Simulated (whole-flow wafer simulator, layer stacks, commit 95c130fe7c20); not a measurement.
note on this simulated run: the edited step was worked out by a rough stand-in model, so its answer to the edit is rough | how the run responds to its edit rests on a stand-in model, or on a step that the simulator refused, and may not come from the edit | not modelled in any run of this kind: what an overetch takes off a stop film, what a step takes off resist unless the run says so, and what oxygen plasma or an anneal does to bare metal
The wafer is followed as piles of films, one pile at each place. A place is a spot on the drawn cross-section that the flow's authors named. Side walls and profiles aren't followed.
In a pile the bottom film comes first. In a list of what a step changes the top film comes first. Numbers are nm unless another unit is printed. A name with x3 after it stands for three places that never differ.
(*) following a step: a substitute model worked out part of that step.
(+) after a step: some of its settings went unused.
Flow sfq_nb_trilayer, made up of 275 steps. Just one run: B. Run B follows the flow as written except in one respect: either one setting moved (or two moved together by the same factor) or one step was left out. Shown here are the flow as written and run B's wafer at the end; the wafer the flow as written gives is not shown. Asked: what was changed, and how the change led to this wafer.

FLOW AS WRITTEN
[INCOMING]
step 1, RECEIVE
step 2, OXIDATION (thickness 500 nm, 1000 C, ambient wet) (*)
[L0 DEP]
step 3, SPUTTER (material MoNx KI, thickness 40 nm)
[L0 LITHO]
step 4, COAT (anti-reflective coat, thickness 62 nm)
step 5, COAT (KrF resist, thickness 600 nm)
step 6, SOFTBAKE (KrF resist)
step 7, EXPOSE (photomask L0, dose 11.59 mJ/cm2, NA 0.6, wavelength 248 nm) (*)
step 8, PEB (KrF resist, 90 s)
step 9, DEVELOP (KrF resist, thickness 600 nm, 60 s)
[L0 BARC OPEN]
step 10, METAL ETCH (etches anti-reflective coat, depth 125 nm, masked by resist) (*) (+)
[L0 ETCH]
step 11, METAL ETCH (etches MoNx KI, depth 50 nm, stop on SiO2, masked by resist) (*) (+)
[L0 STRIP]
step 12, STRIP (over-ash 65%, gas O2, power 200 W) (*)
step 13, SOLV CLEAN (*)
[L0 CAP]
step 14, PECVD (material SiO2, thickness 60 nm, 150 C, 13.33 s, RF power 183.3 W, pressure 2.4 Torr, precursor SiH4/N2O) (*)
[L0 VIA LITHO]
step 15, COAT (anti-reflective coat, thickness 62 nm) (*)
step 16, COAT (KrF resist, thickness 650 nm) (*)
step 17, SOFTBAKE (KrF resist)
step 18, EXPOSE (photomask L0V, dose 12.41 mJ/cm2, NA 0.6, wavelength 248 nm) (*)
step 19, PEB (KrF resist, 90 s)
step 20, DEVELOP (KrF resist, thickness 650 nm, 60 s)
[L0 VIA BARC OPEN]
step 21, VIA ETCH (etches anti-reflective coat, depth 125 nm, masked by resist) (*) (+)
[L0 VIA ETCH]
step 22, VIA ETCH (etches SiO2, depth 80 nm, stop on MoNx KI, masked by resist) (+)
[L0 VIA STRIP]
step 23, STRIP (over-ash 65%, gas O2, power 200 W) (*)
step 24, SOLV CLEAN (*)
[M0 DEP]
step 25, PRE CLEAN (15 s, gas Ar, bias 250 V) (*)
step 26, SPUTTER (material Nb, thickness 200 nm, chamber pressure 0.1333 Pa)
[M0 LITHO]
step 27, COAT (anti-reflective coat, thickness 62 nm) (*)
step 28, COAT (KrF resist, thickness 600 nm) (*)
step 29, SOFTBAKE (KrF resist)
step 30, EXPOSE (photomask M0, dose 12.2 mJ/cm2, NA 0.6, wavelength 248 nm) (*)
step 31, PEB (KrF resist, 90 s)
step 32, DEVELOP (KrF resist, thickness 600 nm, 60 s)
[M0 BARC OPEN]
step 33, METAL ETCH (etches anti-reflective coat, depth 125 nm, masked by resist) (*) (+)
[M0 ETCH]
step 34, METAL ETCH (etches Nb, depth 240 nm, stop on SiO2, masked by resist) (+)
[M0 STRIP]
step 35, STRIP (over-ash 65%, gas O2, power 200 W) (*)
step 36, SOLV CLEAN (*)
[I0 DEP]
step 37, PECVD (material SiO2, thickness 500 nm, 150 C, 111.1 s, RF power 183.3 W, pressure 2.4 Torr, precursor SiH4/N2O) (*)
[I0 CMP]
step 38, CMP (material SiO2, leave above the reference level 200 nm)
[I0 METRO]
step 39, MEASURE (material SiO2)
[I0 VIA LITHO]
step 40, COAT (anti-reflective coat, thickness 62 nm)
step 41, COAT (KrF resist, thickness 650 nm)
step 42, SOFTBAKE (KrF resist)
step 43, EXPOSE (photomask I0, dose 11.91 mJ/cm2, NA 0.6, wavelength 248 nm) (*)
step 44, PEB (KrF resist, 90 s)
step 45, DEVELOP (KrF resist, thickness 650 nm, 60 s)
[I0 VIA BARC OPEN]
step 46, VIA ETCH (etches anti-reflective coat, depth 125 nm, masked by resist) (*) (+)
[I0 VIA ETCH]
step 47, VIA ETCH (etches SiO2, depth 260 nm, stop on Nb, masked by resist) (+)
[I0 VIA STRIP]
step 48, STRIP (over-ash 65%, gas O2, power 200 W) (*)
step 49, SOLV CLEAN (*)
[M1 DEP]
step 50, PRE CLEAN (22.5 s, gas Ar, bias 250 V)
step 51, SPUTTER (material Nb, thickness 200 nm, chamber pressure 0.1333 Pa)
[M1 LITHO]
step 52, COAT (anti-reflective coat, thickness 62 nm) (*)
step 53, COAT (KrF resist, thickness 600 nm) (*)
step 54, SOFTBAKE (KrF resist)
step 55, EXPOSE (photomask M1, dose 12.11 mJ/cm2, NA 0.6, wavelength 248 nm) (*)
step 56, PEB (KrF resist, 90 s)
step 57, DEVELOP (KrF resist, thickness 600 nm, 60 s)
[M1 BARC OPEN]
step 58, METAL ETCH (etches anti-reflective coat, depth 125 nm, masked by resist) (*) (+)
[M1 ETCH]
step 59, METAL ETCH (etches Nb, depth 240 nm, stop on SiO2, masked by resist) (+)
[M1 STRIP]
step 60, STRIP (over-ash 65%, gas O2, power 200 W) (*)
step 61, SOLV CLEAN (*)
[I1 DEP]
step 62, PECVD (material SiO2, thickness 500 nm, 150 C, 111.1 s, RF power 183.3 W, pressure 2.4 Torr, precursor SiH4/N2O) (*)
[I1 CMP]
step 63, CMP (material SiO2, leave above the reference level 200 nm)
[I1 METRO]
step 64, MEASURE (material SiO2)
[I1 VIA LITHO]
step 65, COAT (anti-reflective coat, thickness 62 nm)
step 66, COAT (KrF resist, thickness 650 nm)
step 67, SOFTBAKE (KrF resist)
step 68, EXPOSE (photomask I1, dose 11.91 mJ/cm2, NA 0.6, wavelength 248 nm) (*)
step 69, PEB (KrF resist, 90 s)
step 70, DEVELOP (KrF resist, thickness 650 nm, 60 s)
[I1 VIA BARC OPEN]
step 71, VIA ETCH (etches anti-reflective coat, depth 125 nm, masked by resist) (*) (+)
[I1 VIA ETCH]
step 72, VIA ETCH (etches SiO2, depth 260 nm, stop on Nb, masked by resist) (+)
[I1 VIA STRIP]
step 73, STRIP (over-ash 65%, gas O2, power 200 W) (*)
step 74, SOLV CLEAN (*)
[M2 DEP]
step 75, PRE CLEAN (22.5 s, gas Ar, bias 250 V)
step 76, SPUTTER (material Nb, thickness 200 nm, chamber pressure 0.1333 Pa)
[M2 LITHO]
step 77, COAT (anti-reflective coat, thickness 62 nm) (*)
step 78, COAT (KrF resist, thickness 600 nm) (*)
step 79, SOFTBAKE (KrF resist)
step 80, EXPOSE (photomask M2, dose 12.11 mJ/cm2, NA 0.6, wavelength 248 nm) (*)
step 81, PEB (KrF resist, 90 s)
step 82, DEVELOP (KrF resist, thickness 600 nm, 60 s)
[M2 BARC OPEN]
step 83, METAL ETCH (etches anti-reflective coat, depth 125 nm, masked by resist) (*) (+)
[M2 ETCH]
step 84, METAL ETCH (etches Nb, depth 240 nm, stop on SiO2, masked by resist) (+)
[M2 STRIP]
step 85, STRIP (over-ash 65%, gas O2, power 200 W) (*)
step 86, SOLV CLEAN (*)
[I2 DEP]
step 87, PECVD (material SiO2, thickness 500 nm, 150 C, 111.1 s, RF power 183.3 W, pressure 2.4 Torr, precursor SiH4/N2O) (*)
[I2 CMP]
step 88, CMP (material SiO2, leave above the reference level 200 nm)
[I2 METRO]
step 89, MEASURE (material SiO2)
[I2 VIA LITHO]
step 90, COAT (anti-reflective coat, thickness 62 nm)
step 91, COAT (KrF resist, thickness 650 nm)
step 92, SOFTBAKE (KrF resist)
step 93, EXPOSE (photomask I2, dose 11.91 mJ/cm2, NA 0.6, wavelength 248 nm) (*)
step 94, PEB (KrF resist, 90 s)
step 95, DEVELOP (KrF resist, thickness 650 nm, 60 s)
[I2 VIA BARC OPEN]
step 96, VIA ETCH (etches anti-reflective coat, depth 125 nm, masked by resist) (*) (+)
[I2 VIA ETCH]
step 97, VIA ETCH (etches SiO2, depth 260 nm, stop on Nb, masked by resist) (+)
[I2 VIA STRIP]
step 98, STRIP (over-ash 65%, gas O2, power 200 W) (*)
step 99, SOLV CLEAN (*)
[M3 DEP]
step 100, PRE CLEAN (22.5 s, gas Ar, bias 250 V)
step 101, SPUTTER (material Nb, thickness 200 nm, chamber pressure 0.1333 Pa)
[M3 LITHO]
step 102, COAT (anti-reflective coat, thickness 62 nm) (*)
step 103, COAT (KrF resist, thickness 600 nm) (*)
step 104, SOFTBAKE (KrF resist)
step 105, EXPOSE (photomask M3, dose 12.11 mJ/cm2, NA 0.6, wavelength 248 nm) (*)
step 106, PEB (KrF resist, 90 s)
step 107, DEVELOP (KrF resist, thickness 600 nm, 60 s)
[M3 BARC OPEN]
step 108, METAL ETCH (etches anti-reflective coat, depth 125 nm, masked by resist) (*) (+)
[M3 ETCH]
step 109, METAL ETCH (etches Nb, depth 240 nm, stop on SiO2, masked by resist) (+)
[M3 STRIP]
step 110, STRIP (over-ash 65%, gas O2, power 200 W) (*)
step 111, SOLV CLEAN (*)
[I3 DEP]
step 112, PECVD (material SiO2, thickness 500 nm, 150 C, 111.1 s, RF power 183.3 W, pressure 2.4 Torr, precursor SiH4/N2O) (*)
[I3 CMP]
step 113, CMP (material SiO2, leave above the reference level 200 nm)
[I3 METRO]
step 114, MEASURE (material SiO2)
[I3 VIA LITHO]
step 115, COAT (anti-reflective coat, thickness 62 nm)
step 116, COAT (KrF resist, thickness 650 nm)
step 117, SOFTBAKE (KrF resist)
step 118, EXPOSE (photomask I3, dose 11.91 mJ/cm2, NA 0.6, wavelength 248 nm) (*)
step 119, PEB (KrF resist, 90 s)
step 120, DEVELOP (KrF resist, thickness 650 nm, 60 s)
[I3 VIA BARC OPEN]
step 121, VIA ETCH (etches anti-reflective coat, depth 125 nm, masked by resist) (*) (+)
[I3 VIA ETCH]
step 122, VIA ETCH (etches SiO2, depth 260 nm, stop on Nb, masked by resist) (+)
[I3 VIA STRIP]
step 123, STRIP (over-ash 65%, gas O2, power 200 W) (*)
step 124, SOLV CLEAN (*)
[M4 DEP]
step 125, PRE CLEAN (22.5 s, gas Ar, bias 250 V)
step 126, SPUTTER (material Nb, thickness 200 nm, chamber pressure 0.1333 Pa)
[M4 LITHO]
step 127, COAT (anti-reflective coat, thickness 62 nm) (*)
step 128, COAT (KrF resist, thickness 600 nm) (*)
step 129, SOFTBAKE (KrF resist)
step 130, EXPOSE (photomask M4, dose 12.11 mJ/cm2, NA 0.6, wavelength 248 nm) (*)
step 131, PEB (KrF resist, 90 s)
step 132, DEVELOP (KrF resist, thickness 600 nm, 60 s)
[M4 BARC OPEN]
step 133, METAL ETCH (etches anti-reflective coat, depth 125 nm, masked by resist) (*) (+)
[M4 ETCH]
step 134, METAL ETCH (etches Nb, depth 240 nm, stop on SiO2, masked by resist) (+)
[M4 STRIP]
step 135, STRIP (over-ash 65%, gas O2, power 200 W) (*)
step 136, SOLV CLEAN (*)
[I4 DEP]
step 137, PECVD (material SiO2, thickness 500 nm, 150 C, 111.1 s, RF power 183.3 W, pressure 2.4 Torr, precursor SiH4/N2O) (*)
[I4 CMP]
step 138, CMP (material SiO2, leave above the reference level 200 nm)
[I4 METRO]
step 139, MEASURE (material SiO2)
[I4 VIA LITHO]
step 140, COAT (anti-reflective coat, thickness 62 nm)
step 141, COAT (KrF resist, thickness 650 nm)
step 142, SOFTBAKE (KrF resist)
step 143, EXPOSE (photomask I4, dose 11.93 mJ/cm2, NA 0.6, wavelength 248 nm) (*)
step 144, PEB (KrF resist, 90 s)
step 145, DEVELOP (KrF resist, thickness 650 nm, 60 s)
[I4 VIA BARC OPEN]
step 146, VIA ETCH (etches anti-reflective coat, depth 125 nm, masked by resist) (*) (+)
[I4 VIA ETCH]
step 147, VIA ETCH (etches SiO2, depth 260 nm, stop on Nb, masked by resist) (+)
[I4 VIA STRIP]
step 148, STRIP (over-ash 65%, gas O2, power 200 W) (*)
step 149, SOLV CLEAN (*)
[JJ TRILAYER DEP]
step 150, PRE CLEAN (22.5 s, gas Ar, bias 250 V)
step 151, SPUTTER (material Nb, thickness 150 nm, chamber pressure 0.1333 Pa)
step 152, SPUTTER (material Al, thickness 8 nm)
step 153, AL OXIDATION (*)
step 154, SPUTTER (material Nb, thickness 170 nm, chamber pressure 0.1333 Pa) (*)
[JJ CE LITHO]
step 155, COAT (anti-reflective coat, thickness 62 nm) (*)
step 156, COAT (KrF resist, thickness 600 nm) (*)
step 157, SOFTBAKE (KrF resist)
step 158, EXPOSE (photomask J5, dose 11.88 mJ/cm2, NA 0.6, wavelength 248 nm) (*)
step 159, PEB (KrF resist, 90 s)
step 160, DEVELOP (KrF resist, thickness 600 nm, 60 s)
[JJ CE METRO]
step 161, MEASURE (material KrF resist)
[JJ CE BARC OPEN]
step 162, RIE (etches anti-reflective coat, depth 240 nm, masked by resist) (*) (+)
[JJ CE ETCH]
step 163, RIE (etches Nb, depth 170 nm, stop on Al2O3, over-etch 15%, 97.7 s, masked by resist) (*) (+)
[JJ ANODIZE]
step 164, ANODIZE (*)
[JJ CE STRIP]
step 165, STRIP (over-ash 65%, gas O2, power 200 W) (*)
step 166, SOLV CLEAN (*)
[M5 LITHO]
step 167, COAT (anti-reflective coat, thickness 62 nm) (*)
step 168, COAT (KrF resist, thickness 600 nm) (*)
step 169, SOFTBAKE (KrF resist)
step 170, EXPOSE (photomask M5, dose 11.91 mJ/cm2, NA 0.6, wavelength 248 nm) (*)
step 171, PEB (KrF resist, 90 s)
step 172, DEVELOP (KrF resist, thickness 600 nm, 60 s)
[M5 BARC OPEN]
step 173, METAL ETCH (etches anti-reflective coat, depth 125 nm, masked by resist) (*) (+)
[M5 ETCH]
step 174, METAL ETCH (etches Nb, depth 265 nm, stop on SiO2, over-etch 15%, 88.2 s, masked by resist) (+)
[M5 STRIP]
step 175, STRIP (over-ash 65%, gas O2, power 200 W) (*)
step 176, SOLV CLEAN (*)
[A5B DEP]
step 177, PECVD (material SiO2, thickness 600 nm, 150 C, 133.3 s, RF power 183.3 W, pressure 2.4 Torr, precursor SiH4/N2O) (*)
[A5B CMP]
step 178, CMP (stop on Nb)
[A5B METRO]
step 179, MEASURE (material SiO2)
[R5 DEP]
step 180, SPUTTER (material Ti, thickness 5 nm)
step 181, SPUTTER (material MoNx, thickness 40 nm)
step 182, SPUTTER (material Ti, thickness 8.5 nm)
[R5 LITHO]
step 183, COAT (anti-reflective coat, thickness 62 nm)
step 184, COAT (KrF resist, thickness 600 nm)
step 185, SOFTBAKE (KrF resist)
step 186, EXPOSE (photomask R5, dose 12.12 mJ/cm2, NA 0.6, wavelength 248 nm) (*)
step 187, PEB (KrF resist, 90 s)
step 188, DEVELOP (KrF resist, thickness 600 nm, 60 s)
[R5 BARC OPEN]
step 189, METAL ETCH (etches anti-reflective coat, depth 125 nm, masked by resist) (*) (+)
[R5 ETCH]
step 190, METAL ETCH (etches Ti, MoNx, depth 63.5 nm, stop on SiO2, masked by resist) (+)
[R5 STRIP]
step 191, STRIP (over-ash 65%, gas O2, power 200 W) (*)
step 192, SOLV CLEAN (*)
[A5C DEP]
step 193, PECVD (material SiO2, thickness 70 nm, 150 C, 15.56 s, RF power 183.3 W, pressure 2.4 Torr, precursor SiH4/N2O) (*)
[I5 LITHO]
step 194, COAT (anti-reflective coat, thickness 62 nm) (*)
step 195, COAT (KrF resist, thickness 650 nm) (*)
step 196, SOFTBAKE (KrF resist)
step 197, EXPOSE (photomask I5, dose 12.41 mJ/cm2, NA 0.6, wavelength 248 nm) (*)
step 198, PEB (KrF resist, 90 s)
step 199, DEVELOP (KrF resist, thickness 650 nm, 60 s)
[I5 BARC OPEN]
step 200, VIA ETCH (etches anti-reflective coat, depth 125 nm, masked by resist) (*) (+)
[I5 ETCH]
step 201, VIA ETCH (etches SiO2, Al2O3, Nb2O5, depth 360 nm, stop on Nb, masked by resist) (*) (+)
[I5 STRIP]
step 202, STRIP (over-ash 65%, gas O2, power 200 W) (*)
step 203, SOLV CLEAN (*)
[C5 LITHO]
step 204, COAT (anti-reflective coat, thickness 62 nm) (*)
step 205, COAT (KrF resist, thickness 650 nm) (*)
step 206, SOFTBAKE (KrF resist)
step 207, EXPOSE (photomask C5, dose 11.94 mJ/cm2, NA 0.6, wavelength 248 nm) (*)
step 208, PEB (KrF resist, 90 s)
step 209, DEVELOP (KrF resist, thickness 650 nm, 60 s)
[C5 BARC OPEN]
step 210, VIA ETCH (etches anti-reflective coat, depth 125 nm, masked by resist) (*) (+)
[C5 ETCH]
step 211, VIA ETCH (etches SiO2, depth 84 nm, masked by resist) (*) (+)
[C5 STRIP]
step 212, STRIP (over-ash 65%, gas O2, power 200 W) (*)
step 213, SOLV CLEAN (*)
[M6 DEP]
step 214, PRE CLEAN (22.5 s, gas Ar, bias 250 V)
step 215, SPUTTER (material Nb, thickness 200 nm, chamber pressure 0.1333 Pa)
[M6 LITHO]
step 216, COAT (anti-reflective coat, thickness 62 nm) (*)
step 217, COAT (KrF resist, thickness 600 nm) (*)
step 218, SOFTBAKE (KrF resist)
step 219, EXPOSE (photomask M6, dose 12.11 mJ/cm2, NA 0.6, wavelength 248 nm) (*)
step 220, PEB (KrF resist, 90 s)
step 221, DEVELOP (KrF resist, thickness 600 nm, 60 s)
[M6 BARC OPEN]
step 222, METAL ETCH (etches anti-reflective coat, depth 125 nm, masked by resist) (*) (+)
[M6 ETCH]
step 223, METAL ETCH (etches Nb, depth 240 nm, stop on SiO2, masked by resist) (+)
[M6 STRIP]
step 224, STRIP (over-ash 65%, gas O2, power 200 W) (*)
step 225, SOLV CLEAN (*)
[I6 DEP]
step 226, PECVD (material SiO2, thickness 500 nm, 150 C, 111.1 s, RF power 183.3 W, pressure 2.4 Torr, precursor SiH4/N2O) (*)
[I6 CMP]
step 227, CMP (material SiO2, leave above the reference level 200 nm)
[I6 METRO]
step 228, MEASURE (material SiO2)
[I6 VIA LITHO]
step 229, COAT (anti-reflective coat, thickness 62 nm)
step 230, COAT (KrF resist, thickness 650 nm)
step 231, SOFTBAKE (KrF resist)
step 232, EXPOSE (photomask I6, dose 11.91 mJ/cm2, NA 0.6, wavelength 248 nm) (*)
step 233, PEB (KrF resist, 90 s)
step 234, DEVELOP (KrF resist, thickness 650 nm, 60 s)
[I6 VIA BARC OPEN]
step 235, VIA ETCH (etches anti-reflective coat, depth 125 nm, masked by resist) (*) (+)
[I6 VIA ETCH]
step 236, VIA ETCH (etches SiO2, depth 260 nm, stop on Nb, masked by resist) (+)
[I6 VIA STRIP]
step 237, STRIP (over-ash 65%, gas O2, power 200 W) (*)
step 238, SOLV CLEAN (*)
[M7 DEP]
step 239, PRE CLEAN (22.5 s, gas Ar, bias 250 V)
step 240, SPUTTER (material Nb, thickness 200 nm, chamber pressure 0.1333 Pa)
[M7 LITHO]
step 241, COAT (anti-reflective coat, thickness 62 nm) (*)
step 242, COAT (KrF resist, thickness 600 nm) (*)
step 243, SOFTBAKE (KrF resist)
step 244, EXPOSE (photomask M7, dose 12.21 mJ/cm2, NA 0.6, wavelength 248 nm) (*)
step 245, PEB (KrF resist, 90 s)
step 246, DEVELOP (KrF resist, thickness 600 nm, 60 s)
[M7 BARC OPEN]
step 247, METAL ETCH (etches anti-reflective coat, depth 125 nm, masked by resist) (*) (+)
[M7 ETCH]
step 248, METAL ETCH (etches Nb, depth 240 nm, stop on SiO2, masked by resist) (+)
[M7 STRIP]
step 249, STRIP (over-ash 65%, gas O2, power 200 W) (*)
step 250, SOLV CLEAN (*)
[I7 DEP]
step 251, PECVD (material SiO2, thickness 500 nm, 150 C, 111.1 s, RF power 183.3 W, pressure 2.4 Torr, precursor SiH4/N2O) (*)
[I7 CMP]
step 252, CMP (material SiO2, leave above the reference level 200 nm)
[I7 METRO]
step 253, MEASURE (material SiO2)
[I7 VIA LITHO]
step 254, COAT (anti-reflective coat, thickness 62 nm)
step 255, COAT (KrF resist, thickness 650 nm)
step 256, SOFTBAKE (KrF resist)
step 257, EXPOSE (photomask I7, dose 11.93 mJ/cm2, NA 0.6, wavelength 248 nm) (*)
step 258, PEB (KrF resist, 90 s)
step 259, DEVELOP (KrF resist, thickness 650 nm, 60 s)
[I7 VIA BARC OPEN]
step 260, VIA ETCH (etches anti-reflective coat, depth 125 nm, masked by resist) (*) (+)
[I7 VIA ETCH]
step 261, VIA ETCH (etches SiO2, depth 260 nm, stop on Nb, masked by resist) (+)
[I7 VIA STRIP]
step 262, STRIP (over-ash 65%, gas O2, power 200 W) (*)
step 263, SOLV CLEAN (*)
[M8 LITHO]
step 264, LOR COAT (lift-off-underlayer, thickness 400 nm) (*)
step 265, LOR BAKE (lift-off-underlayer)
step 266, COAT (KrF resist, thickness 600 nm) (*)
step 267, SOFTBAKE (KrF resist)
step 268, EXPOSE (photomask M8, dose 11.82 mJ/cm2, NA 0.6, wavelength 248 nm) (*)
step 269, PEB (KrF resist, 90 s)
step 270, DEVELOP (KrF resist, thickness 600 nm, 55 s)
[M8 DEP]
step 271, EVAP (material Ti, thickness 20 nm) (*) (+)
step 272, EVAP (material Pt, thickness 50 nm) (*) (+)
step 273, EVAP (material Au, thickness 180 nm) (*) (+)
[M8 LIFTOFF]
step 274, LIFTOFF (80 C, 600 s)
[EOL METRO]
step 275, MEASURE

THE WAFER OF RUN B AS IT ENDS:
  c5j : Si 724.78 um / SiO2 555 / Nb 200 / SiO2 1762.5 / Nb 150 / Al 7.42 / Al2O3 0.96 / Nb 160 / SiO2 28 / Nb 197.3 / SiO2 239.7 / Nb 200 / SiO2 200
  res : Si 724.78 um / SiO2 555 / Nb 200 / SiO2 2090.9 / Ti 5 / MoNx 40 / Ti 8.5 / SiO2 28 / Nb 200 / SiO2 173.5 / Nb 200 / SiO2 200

What caused this: step 211, VIA ETCH: depth 34.4 nm was run, while the flow as written has depth 84 nm.

Step by step, how the change led to this:
  step 211, VIA ETCH (etches SiO2, depth 84 nm, masked by resist) (*) (+)
      c5j: -34.4 SiO2 (it would be, as written: -69.9 SiO2 (all of it), -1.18 Nb)
      res: -34.4 SiO2 (it would be, as written: -69.9 SiO2 (all of it))
      (also at 104 further places)
  step 214, PRE CLEAN (22.5 s, gas Ar, bias 250 V)
      c5j: -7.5 SiO2 (it would be, as written: -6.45 Nb)
      res: -7.5 SiO2 (it would be, as written: -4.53 Ti)
  step 215, SPUTTER (material Nb, thickness 200 nm, chamber pressure 0.1333 Pa)
      c5j: +197.3 Nb (new film) (it would be, as written: +188.4 Nb)
      res: +200 Nb (new film) (it would be, as written: +192.9 Nb (new film))
  step 216, COAT (anti-reflective coat, thickness 62 nm) (*)
      jj_sur: +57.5 anti-reflective coat (new film) (it would be, as written: +56.1 anti-reflective coat (new film))
      ce_l: +57.1 anti-reflective coat (new film) (it would be, as written: +48 anti-reflective coat (new film))
      (also at 6 further places)
  step 217, COAT (KrF resist, thickness 600 nm) (*)
      c5j: +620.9 KrF resist (new film) (it would be, as written: +636 KrF resist (new film))
      res: +588.5 KrF resist (new film) (it would be, as written: +605.2 KrF resist (new film))
  step 224, STRIP (over-ash 65%, gas O2, power 200 W) (*)
      jj_sur: -379.9 KrF resist (all of it), -57.5 anti-reflective coat (all of it) (it would be, as written: -378.5 KrF resist (all of it), -56.1 anti-reflective coat (all of it))
      ce_l: -391.6 KrF resist (all of it), -57.1 anti-reflective coat (all of it) (it would be, as written: -397.1 KrF resist (all of it), -48 anti-reflective coat (all of it))
      (also at 6 further places)
  step 226, PECVD (material SiO2, thickness 500 nm, 150 C, 111.1 s, RF power 183.3 W, pressure 2.4 Torr, precursor SiH4/N2O) (*)
      c5j: +500 SiO2 (new film) (it would be, as written: +514.7 SiO2 (new film))
  step 227, CMP (material SiO2, leave above the reference level 200 nm)
      c5j: -252.8 SiO2 (it would be, as written: -223 SiO2)
      res: -319 SiO2 (it would be, as written: -279.4 SiO2)
Taking metal films that touch as one body, c5j has 5 bodies (between them, from the top down: SiO2 239.7; SiO2 28; Al2O3 0.96; SiO2 1762.5); the flow as written gives 4 bodies (between them, from the top down: SiO2 284.2; Al2O3 0.96; SiO2 1762.5).
Taking metal films that touch as one body, res has 4 bodies (between them, from the top down: SiO2 173.5; SiO2 28; SiO2 2090.9); the flow as written gives 3 bodies (between them, from the top down: SiO2 213.1; SiO2 2090.9).
